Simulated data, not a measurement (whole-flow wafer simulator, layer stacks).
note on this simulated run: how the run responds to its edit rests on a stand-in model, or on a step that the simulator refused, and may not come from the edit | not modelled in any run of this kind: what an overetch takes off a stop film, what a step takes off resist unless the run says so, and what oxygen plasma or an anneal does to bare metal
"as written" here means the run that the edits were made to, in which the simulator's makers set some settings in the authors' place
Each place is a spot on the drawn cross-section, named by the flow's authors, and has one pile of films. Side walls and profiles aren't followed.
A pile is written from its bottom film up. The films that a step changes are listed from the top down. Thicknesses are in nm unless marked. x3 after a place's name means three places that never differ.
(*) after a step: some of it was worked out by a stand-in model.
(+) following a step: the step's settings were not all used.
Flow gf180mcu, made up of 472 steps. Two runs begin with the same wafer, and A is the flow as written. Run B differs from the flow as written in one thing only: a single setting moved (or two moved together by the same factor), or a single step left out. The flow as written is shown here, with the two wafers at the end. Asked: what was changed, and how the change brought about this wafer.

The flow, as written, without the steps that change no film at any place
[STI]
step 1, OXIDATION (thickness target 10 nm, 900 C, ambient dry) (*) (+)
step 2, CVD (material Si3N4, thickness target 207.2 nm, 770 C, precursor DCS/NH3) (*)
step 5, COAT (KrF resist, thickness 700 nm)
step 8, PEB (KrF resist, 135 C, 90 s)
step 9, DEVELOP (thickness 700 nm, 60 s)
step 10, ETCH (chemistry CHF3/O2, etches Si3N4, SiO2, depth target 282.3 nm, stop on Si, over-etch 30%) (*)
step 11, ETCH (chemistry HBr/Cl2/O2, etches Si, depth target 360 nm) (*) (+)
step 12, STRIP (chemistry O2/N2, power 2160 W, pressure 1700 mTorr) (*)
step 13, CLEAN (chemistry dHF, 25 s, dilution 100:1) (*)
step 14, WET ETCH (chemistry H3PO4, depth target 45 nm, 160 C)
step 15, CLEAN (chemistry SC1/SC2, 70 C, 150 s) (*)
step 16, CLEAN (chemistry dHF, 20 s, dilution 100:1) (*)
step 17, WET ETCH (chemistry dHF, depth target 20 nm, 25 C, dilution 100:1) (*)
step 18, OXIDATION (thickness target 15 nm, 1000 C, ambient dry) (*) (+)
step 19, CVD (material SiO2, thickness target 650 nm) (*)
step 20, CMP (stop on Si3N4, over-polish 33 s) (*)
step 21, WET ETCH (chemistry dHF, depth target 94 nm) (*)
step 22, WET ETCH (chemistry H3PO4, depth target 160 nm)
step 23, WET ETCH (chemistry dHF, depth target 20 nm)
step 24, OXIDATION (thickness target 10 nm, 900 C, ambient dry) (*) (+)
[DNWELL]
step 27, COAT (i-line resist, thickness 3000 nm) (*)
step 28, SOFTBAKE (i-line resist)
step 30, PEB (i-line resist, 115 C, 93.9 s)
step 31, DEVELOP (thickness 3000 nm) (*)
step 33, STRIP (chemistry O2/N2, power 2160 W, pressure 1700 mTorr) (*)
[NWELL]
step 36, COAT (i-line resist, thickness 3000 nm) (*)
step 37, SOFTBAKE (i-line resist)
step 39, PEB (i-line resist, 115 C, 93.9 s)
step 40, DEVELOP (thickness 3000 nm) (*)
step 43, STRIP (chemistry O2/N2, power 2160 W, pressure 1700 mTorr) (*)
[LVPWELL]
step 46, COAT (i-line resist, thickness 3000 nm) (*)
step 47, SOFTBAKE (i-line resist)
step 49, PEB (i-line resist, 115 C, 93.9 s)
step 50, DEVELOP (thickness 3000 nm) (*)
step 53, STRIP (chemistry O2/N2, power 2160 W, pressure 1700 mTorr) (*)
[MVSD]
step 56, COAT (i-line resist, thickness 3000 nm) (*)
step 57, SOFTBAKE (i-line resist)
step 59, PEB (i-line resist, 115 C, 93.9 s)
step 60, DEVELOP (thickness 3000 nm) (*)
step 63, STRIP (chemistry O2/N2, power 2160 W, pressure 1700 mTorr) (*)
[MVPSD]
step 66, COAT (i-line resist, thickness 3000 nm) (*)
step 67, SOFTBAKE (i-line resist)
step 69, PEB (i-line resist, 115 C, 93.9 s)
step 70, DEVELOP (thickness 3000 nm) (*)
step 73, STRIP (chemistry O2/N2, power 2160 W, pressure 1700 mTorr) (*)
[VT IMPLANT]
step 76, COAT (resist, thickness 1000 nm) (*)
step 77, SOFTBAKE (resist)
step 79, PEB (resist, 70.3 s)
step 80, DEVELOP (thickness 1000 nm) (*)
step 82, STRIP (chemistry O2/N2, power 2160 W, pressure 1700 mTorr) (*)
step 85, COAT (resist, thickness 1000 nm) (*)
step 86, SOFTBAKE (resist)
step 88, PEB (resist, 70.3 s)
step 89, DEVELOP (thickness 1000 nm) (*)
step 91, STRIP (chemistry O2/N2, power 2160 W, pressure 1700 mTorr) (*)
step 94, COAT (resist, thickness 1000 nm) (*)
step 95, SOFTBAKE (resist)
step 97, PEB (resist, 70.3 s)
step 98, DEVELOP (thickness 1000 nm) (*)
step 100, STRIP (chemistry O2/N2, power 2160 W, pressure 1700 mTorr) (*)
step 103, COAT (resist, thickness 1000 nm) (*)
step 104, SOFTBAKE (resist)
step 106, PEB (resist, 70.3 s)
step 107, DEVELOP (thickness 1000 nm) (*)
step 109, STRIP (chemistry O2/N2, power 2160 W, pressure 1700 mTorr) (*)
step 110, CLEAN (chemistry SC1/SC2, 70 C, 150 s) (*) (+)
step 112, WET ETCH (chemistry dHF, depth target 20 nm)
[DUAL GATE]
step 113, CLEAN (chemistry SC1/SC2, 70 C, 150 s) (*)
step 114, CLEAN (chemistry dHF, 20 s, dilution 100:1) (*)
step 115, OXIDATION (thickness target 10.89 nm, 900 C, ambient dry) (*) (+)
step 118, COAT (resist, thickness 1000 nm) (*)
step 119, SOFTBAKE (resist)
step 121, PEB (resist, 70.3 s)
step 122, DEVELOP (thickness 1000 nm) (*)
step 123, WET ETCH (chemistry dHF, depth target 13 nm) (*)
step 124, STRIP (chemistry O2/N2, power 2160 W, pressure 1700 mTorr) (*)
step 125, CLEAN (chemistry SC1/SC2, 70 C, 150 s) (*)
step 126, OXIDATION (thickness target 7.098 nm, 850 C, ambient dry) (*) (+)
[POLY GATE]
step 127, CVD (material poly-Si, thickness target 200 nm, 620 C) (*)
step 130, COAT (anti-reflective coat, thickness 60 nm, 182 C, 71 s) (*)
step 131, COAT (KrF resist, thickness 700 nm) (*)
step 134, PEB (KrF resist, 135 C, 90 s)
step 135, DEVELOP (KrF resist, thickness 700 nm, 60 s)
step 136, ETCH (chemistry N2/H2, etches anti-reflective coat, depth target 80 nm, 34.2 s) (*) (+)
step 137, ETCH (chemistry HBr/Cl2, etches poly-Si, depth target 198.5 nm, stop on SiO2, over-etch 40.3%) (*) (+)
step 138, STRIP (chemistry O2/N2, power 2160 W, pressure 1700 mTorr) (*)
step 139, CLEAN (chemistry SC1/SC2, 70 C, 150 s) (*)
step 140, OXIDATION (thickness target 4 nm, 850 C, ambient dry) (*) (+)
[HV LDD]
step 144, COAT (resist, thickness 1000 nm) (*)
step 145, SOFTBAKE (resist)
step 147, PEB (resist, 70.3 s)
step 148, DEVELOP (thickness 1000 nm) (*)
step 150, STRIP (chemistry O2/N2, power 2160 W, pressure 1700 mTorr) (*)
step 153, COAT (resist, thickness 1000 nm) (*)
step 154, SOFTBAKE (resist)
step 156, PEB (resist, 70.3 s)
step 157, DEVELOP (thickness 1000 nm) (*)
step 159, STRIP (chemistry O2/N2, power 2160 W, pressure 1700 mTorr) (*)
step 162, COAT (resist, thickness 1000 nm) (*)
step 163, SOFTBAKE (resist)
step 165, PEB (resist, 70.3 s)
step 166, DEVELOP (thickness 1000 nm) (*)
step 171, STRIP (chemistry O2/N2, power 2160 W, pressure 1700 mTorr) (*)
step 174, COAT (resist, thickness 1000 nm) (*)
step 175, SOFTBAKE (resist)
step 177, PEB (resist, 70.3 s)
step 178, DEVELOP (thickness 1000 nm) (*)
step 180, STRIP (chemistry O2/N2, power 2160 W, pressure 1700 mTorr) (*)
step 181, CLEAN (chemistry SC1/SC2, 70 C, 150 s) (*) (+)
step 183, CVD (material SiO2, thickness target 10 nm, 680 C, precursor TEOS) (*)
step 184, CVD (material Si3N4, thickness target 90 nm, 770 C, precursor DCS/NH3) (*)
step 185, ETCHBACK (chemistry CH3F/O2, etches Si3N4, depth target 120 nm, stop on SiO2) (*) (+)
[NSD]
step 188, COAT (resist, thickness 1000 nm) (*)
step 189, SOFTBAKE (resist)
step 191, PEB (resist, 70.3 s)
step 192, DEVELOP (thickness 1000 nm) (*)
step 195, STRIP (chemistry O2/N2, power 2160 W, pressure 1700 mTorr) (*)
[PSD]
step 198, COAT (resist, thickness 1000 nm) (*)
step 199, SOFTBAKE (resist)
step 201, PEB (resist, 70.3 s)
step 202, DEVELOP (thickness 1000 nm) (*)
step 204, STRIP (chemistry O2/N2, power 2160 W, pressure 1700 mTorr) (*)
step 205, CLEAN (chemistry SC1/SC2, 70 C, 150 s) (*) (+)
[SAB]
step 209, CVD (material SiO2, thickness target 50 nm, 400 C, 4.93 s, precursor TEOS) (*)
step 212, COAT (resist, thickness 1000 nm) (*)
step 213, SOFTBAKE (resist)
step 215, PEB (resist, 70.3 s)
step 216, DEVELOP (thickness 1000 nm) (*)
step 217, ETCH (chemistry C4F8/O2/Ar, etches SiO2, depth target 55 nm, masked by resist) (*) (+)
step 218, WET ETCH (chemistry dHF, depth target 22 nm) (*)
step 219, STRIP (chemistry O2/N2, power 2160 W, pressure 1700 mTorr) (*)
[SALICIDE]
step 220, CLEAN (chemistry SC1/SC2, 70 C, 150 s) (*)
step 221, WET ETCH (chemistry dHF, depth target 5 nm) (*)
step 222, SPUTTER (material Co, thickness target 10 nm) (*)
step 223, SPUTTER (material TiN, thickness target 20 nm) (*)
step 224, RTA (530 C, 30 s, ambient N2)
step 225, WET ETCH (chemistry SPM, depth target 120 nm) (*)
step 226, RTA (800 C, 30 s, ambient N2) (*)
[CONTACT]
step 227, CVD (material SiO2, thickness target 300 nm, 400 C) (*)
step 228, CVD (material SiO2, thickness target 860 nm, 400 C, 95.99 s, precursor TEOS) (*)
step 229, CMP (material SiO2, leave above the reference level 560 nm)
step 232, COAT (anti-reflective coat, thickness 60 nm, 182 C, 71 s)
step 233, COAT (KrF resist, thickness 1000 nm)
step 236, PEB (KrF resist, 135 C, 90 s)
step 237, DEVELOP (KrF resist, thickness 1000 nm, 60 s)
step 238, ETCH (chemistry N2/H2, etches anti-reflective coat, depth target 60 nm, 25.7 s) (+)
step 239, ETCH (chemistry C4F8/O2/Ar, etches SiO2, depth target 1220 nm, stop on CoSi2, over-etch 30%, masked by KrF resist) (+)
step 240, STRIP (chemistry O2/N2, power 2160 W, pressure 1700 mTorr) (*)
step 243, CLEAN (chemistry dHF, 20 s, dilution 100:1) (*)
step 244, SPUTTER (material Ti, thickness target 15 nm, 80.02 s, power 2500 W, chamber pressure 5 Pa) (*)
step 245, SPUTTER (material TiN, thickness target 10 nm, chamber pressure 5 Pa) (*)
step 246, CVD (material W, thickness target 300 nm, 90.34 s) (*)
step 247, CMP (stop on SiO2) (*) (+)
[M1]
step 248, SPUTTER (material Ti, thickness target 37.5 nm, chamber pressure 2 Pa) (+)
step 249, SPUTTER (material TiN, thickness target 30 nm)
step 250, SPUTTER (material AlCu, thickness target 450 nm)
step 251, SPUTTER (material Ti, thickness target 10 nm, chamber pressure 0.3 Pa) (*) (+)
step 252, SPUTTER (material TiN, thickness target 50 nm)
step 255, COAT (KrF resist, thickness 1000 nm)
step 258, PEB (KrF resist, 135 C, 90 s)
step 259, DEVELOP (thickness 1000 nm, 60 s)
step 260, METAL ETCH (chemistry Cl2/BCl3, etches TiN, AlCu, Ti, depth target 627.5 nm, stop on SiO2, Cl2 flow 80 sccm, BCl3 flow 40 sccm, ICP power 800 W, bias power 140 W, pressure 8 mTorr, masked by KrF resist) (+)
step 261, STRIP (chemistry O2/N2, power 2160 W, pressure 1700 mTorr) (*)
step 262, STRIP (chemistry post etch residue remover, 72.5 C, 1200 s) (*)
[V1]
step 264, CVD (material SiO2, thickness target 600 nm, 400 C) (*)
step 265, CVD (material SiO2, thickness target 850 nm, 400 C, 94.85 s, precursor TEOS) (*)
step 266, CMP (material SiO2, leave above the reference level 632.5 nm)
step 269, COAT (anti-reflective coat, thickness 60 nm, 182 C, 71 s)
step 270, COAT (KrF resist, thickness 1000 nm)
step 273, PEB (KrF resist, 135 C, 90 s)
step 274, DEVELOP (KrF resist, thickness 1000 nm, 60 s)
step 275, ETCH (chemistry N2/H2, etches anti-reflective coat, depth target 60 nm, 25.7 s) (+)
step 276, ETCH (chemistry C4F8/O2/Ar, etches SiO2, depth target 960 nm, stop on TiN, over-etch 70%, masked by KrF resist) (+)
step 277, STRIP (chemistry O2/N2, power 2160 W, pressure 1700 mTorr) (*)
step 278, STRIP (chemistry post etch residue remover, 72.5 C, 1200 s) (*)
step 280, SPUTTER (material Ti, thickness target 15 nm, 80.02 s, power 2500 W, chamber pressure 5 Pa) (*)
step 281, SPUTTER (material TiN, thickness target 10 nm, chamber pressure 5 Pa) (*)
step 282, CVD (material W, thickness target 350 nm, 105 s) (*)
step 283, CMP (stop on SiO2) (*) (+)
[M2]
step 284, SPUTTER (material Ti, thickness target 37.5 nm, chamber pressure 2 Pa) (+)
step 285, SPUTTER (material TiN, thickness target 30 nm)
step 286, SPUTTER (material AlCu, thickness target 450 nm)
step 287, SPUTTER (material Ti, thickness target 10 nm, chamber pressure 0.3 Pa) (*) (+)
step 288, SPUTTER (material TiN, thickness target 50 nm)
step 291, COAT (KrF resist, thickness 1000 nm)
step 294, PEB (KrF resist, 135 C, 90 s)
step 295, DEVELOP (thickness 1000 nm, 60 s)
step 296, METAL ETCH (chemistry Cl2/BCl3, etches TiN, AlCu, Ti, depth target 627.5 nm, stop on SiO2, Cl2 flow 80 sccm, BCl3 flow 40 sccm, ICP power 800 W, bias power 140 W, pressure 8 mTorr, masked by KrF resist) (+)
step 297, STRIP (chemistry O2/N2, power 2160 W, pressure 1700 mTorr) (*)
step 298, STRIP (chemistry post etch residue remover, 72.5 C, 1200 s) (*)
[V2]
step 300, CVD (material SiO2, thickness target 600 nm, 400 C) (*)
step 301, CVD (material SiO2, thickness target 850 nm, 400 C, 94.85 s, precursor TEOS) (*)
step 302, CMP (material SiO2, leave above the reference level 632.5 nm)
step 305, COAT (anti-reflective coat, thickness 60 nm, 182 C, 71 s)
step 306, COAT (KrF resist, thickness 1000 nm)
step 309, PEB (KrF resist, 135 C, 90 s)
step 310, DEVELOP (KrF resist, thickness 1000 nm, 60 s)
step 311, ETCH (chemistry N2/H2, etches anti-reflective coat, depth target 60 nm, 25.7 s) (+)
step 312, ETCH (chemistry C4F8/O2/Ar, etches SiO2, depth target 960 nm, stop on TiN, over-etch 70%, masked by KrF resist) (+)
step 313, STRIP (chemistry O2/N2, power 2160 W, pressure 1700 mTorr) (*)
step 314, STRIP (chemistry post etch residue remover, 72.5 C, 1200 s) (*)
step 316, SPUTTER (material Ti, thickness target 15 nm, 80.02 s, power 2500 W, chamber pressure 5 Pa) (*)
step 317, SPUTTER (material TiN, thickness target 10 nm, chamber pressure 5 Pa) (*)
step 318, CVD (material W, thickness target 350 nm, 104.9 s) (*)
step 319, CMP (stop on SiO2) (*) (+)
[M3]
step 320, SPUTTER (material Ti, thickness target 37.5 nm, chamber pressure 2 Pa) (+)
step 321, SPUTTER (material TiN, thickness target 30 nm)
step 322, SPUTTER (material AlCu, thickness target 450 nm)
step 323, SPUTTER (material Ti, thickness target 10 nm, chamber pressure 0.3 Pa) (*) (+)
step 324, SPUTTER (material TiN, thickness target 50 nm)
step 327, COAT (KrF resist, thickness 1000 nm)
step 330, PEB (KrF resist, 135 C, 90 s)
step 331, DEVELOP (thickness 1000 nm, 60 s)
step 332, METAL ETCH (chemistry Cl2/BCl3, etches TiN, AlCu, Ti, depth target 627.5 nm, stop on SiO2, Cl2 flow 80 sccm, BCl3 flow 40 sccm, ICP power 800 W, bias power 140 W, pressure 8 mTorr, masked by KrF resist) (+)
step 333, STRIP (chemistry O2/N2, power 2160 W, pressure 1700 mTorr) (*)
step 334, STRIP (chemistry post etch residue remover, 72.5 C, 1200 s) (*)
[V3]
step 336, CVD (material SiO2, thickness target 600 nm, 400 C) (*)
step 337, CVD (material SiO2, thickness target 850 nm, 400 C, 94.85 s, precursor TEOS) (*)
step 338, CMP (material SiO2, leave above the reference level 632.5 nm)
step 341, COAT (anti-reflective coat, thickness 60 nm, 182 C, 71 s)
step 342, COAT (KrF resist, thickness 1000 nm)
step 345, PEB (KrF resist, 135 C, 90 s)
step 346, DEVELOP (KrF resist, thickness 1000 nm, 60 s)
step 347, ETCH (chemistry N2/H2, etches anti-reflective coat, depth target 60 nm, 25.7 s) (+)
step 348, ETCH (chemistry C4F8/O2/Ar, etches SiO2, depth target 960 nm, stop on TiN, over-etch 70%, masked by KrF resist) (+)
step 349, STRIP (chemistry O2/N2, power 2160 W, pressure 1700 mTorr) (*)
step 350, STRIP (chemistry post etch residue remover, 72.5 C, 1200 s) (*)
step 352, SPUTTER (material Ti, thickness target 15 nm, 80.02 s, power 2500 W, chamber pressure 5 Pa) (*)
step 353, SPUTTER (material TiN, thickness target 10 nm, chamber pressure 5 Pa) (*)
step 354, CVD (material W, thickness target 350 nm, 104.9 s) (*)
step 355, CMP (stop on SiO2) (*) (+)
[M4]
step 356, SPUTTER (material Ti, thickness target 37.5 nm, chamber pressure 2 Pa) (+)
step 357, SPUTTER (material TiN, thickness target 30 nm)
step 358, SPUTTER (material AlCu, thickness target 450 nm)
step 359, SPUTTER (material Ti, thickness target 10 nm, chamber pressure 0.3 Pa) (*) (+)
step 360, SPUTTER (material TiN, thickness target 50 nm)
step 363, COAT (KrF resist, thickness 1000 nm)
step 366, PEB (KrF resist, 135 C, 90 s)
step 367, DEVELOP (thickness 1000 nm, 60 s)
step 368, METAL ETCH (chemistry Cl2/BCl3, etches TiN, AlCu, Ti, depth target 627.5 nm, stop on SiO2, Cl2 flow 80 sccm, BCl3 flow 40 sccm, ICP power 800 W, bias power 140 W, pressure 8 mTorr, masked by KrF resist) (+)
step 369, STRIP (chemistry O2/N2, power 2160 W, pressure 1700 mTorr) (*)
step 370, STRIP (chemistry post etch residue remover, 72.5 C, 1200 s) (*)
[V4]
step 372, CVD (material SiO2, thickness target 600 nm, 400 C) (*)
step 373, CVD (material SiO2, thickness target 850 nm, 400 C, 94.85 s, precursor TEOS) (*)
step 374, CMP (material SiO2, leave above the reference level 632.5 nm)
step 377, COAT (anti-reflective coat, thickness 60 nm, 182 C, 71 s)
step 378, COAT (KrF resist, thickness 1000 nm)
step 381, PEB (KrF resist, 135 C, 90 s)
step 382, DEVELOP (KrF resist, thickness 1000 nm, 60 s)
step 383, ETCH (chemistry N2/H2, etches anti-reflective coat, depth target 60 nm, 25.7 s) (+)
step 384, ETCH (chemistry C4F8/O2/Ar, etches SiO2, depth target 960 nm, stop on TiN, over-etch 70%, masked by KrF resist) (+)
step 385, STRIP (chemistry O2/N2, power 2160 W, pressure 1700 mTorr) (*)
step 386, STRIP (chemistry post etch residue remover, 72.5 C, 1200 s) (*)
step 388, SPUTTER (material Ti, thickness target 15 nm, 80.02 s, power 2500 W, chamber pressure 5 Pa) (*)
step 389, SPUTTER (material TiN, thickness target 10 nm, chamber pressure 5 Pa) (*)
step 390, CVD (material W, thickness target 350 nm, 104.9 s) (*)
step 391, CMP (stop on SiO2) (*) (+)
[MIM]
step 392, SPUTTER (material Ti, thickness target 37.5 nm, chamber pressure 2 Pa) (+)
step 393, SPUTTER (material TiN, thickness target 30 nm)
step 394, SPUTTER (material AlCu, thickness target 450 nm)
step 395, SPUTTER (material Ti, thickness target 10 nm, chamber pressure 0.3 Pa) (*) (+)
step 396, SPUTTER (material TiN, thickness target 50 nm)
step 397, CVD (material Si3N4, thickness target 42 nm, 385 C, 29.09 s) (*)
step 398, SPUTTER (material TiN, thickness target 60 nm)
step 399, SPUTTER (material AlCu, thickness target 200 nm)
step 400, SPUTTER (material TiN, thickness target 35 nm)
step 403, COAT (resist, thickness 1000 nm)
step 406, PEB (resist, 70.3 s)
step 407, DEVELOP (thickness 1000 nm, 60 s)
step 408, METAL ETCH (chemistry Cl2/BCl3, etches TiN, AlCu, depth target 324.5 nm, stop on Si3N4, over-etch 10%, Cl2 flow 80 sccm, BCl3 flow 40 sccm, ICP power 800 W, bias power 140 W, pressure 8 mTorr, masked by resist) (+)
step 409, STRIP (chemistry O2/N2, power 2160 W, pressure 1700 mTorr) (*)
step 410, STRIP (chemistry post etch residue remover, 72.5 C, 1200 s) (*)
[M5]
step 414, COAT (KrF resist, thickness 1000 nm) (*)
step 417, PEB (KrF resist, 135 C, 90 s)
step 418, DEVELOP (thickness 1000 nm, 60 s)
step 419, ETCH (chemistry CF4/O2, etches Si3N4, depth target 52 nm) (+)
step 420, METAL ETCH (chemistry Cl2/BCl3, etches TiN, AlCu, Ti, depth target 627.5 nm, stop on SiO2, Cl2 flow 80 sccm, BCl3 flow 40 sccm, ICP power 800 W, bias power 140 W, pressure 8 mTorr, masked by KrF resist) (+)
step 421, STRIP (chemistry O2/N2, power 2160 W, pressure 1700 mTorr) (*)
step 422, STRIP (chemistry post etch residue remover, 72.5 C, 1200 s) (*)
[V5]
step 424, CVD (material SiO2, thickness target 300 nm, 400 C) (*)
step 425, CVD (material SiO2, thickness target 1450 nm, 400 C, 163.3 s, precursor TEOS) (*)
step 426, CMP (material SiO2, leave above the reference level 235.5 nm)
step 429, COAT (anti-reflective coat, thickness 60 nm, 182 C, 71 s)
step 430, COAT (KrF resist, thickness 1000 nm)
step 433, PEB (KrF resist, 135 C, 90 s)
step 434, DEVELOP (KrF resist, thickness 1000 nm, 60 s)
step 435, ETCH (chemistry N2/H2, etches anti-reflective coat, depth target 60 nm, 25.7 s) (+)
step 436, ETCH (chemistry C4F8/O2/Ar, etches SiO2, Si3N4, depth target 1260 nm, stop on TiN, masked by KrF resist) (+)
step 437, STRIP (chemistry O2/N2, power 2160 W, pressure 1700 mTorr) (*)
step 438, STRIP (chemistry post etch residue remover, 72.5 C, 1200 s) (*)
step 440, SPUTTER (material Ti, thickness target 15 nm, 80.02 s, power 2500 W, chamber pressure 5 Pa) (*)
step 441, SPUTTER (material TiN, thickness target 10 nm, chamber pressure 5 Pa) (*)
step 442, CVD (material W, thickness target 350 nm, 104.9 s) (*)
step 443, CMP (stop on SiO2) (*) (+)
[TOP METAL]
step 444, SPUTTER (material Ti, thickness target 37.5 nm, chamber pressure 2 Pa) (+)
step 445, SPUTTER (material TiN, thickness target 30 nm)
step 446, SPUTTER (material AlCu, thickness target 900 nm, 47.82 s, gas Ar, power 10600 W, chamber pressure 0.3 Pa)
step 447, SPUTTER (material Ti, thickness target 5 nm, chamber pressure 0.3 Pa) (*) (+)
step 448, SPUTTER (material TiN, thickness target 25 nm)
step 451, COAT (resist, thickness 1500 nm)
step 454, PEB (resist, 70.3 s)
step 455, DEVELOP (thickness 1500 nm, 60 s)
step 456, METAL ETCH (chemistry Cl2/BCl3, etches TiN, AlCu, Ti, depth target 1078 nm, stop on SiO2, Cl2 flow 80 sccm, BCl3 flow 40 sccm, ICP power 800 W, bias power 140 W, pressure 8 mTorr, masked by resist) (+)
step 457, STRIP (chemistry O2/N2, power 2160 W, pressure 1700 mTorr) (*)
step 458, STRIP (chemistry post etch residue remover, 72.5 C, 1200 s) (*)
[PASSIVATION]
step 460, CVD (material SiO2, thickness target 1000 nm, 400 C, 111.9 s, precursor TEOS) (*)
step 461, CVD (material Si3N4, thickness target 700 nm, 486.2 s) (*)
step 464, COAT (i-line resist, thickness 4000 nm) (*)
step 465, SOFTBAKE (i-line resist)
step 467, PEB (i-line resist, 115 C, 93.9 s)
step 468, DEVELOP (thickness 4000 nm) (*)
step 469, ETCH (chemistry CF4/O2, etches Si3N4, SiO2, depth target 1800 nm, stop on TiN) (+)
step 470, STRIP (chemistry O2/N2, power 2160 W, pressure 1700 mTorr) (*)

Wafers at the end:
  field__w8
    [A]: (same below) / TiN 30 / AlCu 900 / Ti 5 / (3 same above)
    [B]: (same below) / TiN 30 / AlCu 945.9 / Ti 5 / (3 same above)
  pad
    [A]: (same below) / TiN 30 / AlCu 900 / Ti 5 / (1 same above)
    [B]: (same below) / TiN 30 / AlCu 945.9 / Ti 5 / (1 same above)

What caused this: step 446, SPUTTER: 50.21 s was run, whereas the flow has 47.82 s.

Step by step, how the change led to this:
  step 446, SPUTTER (material AlCu, thickness target 900 nm, 47.82 s, gas Ar, power 10600 W, chamber pressure 0.3 Pa)
      field, field__w1, field__w2 and 109 more: A AlCu gains 900 (new film) | B AlCu gains 945.9 (new film)
  step 456, METAL ETCH (chemistry Cl2/BCl3, etches TiN, AlCu, Ti, depth target 1078 nm, stop on SiO2, Cl2 flow 80 sccm, BCl3 flow 40 sccm, ICP power 800 W, bias power 140 W, pressure 8 mTorr, masked by resist) (+)
      field, field__w1, field__w2 and 103 more: A TiN loses 25 (all of it), Ti loses 5 (all of it), AlCu loses 900 (all of it), TiN loses 30 (all of it), Ti loses 37.5 (all of it) | B TiN loses 25 (all of it), Ti loses 5 (all of it), AlCu loses 945.9 (all of it), TiN loses 30 (all of it), Ti loses 37.5 (all of it)
  step 464, COAT (i-line resist, thickness 4000 nm) (*)
      m1: A i-line resist gains 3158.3 (new film) | B i-line resist gains 3093.3 (new film)
  step 465, SOFTBAKE (i-line resist)
      ld_acc_p, ld_fp_p, ld_drift_p: A i-line resist gains 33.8 | B i-line resist gains 28.9
      field: A i-line resist loses 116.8 | B i-line resist loses 112.4
      (and at 63 other places as well)
  step 467, PEB (i-line resist, 115 C, 93.9 s)
      contact, m1: A i-line resist loses 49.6 | B i-line resist loses 48.6
      m1_nw: A i-line resist loses 49.8 | B i-line resist loses 48.8
  step 470, STRIP (chemistry O2/N2, power 2160 W, pressure 1700 mTorr) (*)
      field__w8, m1__w1: A i-line resist loses 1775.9 (all of it) | B i-line resist loses 1731.9 (all of it)
      contact: A i-line resist loses 1798.3 (all of it) | B i-line resist loses 1746.2 (all of it)
      (and at 2 other places as well)
